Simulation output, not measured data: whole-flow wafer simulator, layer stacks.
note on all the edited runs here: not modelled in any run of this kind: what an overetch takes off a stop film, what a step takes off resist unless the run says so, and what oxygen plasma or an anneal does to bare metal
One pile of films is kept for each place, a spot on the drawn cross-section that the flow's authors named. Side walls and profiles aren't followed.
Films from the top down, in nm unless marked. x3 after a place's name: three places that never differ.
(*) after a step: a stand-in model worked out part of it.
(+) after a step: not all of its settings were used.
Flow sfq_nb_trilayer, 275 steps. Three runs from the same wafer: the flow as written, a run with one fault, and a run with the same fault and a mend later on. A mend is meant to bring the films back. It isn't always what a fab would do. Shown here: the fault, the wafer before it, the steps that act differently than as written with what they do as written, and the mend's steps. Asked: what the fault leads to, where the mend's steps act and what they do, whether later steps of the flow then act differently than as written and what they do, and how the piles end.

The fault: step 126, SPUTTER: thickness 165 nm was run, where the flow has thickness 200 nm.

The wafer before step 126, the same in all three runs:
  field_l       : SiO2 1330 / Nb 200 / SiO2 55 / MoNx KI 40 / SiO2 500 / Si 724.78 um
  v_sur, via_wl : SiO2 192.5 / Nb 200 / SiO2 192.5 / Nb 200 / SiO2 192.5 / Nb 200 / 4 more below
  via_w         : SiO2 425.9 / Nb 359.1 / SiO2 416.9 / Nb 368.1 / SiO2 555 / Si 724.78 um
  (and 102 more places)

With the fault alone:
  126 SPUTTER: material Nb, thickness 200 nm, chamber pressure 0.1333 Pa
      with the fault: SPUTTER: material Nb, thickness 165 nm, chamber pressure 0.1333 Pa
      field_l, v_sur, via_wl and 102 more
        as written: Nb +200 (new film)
        with the fault: Nb +165 (new film)
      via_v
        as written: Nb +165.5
        with the fault: Nb +136.3
  Later steps of the flow that act differently than as written (5 more steps differ only slightly, by at most 2% or 0.5 nm, whichever is larger, and aren't shown):
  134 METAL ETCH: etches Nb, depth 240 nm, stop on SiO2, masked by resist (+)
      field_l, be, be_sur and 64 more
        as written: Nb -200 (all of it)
        with the fault: Nb -165 (all of it)
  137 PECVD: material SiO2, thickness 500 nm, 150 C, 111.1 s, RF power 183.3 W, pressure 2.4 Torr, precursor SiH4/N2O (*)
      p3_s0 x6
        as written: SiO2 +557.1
        with the fault: SiO2 +522.1
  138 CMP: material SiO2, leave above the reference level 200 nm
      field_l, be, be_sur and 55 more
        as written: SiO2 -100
        with the fault: SiO2 -135
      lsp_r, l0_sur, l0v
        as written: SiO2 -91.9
        with the fault: SiO2 -128.3
  At the end the piles differ from the flow's by more than 2% or 0.5 nm, whichever is larger, at v_sur, via_wl, via_w and 39 more.
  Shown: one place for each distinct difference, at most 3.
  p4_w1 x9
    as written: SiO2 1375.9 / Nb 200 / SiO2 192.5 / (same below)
    with the fault: SiO2 1375.9 / Nb 165 / SiO2 192.5 / (same below)
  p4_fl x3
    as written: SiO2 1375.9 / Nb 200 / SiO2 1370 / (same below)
    with the fault: SiO2 1375.9 / Nb 165 / SiO2 1370 / (same below)
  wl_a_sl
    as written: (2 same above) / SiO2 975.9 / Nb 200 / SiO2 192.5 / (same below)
    with the fault: (2 same above) / SiO2 975.9 / Nb 165 / SiO2 192.5 / (same below)

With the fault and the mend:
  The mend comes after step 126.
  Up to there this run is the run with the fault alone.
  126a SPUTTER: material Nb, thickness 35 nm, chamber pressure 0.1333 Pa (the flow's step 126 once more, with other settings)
      field_l, v_sur, via_wl and 102 more
        Nb +35
      via_v
        Nb +26.8
  No later step of the flow acts differently than as written, at any place that is followed, by more than 2% or 0.5 nm, whichever is larger.
  At the end the piles differ from the flow's only slightly at the places that both follow, by at most 2% or 0.5 nm, whichever is larger.
